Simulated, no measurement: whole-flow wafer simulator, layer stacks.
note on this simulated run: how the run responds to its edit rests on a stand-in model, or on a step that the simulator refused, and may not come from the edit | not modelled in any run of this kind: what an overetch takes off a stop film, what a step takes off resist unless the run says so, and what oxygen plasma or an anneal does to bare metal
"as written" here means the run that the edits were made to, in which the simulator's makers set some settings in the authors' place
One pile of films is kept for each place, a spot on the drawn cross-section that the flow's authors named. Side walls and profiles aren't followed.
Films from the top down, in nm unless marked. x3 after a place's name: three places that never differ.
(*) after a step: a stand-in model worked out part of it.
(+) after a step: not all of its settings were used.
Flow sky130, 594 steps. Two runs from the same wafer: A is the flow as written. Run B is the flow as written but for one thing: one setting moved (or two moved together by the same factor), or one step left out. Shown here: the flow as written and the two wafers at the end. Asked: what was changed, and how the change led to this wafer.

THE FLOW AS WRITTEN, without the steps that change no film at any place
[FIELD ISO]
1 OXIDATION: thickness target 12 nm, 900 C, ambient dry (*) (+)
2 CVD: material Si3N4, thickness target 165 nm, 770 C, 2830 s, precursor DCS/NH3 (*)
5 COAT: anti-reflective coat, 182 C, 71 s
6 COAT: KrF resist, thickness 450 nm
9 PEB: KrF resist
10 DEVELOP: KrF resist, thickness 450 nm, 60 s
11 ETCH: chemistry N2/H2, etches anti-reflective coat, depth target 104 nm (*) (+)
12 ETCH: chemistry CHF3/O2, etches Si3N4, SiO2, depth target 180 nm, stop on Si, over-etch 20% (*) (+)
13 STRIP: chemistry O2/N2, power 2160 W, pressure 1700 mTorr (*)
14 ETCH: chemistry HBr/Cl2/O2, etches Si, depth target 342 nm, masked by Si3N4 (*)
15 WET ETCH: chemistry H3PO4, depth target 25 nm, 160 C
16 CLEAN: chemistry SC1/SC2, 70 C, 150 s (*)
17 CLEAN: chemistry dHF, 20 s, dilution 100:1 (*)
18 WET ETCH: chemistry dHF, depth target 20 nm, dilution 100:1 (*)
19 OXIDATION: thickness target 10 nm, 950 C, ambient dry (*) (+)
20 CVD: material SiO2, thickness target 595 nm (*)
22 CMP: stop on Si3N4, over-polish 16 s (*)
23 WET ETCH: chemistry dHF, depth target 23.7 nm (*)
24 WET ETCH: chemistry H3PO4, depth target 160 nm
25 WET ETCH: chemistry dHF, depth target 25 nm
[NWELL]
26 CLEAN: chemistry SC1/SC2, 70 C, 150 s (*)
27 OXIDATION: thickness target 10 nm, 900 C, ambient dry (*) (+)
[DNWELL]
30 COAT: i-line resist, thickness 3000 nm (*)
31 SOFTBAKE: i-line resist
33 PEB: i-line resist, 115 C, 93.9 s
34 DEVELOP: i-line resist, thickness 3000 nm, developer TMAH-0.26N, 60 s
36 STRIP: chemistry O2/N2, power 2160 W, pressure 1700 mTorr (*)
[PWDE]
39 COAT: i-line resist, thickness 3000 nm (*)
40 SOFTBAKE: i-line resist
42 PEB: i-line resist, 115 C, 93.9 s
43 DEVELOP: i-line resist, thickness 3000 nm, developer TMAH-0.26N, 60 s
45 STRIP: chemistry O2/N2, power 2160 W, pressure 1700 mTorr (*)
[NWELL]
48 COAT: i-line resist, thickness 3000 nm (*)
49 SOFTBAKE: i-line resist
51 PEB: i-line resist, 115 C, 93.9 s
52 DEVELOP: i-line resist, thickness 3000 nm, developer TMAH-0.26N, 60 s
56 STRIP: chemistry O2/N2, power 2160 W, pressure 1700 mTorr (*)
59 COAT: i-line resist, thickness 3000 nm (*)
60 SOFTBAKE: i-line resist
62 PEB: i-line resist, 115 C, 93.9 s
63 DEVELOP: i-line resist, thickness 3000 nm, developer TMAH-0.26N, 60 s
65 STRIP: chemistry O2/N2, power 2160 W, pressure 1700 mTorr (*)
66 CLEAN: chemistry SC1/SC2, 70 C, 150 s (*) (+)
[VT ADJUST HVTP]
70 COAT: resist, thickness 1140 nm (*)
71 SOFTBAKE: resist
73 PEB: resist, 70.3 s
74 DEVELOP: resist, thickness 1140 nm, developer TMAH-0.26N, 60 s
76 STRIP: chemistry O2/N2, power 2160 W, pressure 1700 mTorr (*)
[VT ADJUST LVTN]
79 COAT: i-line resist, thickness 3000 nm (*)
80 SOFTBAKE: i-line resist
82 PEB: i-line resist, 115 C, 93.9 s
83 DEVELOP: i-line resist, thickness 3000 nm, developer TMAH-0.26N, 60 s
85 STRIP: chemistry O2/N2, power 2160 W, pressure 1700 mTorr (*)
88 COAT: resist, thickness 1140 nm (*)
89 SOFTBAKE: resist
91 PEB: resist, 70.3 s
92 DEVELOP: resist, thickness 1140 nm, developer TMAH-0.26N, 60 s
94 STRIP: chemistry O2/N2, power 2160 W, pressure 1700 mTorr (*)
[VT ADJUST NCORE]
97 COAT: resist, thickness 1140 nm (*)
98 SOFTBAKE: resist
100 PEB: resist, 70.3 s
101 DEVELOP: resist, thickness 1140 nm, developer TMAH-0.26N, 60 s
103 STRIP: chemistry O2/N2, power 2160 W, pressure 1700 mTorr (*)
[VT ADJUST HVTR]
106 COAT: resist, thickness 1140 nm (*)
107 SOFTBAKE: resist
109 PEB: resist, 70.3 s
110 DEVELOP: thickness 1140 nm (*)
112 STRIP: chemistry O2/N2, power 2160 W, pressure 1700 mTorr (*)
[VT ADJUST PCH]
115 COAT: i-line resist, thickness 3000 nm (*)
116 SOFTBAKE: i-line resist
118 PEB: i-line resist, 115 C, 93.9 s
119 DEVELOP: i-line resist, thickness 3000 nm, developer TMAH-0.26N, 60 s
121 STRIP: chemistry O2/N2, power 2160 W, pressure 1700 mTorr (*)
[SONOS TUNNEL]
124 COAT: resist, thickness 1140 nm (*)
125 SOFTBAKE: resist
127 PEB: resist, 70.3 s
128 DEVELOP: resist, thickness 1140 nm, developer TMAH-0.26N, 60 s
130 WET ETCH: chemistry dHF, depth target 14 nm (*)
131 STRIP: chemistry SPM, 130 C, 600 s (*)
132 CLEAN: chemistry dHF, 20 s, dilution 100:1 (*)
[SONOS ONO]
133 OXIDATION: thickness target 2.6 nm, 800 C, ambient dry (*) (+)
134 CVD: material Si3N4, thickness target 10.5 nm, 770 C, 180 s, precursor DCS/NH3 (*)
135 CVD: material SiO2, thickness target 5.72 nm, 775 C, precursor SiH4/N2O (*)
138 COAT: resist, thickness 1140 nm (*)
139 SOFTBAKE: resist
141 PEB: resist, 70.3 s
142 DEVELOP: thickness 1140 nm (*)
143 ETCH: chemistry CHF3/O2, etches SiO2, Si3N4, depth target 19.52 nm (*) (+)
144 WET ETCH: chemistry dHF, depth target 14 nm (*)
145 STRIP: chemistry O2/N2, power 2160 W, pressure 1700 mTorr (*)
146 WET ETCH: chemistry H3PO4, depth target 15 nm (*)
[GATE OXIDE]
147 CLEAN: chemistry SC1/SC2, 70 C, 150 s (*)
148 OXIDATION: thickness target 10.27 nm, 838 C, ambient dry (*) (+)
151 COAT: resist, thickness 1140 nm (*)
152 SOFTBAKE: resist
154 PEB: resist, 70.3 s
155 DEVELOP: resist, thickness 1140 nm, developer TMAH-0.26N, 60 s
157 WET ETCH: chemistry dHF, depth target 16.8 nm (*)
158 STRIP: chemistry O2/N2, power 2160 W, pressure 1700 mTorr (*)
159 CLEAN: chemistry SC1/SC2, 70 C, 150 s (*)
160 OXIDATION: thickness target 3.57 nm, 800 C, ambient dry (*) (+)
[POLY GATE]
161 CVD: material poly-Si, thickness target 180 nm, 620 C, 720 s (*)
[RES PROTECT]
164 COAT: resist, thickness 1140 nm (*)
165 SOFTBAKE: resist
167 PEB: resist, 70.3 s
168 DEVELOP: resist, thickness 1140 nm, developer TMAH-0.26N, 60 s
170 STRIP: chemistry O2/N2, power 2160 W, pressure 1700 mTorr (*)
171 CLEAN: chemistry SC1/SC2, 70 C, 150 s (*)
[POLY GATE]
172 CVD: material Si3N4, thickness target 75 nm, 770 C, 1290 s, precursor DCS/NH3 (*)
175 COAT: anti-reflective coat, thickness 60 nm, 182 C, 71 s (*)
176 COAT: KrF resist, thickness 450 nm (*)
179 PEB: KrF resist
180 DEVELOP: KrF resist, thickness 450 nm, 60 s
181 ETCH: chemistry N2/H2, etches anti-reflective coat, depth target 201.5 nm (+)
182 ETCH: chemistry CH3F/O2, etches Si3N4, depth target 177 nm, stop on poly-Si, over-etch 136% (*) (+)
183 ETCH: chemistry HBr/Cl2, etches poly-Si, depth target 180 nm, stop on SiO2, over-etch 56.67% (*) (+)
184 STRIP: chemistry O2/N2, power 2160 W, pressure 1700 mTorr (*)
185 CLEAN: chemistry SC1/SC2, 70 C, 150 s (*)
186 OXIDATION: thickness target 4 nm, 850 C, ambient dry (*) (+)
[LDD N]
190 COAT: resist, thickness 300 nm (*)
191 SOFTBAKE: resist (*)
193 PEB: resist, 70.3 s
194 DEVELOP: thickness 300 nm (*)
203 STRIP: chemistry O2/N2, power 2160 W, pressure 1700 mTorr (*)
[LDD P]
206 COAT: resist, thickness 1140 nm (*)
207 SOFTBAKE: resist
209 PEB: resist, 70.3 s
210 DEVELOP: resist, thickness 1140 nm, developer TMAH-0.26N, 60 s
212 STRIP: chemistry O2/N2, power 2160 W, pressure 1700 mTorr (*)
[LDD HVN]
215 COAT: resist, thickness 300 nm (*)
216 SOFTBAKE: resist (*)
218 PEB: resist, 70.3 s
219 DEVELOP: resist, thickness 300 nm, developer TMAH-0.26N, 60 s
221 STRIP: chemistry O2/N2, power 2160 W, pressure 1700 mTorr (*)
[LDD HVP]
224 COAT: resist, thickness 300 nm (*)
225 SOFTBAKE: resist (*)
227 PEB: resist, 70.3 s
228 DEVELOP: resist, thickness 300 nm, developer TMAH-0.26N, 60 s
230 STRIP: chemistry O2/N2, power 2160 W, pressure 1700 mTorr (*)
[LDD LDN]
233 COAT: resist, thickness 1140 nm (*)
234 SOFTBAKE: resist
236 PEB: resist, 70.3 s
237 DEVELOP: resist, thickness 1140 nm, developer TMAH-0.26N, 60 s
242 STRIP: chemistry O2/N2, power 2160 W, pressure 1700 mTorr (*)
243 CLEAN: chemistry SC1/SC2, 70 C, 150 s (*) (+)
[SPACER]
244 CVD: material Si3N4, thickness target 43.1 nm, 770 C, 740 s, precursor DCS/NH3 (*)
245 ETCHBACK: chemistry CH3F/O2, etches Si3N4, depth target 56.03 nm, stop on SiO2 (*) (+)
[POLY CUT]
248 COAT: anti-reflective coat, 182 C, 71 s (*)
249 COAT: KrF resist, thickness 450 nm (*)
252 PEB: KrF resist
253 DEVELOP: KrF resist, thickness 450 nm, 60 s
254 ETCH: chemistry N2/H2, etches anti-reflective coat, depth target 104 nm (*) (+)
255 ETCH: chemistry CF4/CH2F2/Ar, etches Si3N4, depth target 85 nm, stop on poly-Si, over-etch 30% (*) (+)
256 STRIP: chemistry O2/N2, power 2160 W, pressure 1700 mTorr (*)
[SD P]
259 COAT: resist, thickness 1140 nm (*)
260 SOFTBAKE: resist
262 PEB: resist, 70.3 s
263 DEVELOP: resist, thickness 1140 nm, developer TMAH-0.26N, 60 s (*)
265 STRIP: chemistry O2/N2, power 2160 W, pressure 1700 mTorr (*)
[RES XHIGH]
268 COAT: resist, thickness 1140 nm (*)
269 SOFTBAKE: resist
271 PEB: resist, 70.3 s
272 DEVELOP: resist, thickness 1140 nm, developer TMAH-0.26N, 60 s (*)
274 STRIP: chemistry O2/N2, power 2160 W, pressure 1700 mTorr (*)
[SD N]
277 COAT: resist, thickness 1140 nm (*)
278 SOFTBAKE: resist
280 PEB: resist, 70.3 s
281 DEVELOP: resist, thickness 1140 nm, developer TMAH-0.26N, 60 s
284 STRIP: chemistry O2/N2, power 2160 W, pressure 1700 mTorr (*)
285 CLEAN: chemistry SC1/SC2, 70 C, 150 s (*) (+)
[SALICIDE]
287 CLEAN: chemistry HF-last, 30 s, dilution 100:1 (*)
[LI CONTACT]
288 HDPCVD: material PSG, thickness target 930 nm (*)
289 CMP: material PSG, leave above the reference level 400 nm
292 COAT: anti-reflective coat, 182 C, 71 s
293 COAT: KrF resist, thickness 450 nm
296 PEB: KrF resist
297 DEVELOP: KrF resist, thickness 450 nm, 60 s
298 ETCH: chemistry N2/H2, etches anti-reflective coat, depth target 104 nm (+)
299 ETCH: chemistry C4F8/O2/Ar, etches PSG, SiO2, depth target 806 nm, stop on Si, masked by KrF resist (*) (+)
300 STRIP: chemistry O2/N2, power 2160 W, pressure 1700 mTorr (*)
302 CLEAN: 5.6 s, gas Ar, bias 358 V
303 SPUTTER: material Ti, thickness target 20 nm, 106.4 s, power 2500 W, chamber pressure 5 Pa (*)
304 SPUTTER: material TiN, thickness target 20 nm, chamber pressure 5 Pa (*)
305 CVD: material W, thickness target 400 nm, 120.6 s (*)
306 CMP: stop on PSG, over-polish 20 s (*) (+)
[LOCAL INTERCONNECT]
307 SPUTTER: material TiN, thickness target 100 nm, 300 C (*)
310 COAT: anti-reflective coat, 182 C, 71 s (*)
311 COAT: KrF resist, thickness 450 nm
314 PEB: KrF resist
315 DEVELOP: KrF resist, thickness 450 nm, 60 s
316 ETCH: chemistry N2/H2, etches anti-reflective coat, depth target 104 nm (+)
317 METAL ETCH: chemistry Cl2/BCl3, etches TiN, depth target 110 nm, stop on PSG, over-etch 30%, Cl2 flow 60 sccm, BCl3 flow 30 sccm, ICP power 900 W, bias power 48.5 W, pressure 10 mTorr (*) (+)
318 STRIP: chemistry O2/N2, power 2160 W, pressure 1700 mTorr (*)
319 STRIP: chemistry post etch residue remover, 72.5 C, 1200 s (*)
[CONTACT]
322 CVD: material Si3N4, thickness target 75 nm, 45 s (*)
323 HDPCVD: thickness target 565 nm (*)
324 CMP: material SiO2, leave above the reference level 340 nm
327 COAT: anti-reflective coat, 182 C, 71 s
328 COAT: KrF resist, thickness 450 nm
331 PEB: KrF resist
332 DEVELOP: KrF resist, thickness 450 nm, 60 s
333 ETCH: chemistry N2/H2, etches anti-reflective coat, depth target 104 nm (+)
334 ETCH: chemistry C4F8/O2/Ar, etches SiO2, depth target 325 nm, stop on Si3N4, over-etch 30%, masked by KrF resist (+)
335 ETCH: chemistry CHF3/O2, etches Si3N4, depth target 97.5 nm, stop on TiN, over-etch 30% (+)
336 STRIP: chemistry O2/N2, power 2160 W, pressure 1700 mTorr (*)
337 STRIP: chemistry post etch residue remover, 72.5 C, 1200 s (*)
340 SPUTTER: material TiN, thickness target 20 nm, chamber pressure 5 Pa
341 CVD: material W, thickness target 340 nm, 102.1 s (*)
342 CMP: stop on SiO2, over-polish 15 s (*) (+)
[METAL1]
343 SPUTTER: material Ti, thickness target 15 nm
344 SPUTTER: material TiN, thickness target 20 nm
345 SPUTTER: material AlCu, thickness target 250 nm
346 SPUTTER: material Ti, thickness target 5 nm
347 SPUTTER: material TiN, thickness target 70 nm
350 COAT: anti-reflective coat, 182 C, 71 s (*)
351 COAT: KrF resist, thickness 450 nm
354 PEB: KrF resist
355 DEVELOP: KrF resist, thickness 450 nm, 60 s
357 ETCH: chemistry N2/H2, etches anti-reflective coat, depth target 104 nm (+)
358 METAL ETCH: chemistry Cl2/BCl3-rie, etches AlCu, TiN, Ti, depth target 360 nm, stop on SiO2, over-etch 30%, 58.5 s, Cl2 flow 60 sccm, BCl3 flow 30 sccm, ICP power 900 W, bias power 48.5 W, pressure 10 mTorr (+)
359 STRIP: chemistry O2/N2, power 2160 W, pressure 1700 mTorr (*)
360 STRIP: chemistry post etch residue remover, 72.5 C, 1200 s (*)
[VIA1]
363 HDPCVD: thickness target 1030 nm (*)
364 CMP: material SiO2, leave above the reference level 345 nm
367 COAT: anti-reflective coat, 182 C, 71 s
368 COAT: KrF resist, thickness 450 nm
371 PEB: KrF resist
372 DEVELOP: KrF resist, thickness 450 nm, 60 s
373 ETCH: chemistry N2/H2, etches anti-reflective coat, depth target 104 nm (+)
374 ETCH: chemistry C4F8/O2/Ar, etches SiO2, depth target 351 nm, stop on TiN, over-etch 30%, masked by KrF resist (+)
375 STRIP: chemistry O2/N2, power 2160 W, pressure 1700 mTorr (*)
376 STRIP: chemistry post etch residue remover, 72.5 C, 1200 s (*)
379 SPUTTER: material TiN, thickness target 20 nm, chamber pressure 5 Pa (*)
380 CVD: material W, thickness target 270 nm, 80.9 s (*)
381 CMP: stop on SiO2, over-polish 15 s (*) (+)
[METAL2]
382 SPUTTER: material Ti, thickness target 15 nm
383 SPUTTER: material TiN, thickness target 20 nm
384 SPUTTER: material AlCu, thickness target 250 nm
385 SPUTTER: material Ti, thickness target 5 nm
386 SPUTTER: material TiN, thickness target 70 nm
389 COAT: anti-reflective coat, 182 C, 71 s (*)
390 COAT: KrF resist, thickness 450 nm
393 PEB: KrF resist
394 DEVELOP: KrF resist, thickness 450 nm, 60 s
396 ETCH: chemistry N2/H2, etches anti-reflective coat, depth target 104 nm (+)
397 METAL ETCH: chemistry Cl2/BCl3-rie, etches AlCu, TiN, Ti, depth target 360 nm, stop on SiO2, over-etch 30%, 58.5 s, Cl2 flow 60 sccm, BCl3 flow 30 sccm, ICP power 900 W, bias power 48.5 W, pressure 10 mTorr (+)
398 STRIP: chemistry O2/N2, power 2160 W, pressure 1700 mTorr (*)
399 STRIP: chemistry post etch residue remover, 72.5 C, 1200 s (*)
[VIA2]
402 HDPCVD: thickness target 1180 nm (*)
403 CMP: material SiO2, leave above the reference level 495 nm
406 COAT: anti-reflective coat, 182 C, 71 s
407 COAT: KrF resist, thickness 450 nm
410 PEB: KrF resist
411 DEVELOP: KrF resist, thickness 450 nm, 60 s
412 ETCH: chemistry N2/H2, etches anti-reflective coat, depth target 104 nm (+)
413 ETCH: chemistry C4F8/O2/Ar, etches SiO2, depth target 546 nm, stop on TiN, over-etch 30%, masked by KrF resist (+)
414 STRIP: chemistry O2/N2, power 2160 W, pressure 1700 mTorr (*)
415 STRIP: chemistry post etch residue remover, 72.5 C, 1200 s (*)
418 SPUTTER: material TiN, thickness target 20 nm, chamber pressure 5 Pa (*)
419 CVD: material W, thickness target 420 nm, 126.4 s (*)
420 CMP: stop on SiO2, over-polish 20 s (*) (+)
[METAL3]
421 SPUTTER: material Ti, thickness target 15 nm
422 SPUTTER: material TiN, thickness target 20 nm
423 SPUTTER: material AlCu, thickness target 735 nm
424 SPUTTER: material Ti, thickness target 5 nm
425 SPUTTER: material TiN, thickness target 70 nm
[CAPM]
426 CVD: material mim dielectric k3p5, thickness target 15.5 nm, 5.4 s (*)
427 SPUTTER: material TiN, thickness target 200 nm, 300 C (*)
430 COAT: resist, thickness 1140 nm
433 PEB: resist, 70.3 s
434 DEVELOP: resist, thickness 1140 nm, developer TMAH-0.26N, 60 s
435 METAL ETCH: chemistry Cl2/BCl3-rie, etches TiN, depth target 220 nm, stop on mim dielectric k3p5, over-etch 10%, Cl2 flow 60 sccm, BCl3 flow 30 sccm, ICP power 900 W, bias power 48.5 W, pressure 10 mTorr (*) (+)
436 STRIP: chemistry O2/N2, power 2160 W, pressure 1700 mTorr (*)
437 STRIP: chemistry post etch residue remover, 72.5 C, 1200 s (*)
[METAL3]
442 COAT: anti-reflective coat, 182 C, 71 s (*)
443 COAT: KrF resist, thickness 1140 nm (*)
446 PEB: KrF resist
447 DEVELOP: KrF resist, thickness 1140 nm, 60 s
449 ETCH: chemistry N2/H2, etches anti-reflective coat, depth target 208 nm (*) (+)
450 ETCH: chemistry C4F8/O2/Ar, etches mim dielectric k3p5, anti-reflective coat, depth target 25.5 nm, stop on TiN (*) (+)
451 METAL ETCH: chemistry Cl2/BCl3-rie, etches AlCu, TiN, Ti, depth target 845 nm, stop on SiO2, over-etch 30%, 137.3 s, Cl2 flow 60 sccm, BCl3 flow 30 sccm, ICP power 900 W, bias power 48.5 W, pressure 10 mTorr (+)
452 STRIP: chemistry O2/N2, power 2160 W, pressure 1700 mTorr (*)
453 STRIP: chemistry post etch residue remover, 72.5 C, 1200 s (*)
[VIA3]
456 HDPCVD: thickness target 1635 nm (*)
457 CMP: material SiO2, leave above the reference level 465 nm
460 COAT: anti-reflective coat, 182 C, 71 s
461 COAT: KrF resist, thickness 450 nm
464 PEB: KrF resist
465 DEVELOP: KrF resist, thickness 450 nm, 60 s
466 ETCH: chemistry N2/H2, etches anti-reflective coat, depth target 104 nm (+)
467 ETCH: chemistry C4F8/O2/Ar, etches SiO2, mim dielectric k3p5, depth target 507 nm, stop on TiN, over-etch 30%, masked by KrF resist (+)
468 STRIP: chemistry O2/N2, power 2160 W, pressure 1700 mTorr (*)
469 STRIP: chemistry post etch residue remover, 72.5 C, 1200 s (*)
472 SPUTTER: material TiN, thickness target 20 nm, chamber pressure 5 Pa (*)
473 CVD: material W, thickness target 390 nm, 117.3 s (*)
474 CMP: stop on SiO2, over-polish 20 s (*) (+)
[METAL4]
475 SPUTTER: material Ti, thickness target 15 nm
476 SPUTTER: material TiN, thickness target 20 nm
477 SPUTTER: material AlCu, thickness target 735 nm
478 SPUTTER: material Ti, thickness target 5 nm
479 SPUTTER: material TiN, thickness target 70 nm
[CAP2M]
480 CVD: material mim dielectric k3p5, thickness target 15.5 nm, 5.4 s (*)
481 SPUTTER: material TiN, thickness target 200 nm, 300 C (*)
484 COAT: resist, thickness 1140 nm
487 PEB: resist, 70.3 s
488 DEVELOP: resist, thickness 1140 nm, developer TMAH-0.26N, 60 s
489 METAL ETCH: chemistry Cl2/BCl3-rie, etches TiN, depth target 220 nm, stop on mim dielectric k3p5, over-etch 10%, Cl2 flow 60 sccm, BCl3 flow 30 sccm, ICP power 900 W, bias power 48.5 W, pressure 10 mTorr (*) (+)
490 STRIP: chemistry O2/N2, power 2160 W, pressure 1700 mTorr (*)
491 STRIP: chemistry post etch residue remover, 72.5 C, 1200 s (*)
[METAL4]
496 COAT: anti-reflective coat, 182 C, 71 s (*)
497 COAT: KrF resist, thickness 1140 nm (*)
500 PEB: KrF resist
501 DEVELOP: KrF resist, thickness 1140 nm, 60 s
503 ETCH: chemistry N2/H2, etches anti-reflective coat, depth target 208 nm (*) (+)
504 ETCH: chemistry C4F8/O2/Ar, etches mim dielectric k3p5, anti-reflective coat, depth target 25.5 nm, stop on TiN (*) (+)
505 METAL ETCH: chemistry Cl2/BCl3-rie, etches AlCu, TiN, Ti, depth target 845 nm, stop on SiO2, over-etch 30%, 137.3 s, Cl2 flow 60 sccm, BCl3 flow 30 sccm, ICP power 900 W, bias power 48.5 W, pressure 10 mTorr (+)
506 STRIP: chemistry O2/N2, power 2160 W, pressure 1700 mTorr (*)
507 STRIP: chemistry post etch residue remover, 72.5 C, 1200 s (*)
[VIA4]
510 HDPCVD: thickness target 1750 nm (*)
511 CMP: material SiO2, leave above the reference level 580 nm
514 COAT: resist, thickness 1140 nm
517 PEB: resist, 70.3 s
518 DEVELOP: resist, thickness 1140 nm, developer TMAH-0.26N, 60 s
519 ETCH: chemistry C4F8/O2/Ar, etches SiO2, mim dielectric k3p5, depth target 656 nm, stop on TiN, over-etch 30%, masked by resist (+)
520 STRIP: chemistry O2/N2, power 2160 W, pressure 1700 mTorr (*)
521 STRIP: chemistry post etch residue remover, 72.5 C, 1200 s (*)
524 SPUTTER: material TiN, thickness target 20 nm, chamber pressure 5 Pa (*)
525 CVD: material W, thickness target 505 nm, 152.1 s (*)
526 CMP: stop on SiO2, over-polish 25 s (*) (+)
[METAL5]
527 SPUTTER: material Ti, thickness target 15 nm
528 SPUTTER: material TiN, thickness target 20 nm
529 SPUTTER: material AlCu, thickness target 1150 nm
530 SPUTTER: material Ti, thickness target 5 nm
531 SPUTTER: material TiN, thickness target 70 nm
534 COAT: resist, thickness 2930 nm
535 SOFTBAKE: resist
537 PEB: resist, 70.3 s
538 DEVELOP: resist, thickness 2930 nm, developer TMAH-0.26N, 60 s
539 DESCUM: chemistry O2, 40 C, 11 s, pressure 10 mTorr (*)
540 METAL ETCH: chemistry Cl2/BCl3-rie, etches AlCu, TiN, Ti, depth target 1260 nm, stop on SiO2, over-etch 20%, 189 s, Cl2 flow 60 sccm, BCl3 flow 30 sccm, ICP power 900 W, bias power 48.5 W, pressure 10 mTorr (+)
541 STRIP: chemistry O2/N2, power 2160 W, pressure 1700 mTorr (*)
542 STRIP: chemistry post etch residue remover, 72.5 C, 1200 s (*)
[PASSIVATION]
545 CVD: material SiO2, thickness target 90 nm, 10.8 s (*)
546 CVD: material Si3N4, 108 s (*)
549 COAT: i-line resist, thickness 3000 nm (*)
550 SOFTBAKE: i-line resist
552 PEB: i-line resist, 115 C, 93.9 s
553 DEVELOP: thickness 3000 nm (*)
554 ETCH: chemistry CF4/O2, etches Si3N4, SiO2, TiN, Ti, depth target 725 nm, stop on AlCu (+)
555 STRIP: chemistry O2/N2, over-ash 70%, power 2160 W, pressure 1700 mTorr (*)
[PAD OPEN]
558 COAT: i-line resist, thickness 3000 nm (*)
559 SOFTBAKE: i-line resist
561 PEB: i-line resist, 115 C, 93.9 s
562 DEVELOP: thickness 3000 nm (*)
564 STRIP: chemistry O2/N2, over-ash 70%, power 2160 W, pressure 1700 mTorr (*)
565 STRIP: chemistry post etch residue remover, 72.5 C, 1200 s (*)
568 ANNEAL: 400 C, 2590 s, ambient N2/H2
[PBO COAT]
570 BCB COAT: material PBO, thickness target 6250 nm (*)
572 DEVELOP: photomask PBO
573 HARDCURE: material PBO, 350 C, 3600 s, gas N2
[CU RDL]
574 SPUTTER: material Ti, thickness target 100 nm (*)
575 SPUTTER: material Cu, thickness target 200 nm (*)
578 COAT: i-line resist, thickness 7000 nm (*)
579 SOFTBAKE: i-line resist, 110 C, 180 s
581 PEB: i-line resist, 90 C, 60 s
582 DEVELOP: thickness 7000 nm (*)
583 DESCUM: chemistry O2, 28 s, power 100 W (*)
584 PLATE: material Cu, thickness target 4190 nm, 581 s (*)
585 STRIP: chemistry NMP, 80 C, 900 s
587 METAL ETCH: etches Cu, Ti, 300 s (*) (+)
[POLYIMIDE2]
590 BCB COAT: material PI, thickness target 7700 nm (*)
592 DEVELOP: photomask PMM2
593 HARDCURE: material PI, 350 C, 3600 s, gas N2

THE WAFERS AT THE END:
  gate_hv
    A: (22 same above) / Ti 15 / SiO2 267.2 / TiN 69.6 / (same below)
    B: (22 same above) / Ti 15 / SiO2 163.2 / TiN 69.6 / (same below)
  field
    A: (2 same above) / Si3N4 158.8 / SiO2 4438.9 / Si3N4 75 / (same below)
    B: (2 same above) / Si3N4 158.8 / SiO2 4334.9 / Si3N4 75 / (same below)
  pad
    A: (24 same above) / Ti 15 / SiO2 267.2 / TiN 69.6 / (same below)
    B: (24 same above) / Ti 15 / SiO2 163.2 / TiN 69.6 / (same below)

The cause: step 364, CMP: leave above the reference level 241 nm was run, where the flow has leave above the reference level 345 nm.

How the change led to this, step by step:
  364 CMP: material SiO2, leave above the reference level 345 nm
      n_well, p_well, gate_hv and 100 more: A SiO2 -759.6 | B SiO2 -863.6
      field, active, gate and 81 more: A SiO2 -389.1 | B SiO2 -493.1
      (and at 4 more places)
  374 ETCH: chemistry C4F8/O2/Ar, etches SiO2, depth target 351 nm, stop on TiN, over-etch 30%, masked by KrF resist (+)
      field, active, n_well and 186 more: A KrF resist -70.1 | B KrF resist -43.1
      m1, via1_hole: A SiO2 -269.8 (all of it) | B SiO2 -165.8 (all of it)
  375 STRIP: chemistry O2/N2, power 2160 W, pressure 1700 mTorr (*)
      field, active, n_well and 186 more: A KrF resist -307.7 (all of it), anti-reflective coat -80 (all of it) | B KrF resist -334.7 (all of it), anti-reflective coat -80 (all of it)
  379 SPUTTER: material TiN, thickness target 20 nm, chamber pressure 5 Pa (*)
      m1: A TiN +11 | B TiN +13.1
      via1_hole: A TiN +10.9 | B TiN +13.1
  380 CVD: material W, thickness target 270 nm, 80.9 s (*)
      m1, via1_hole: A W +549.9 (new film) | B W +443.7 (new film)
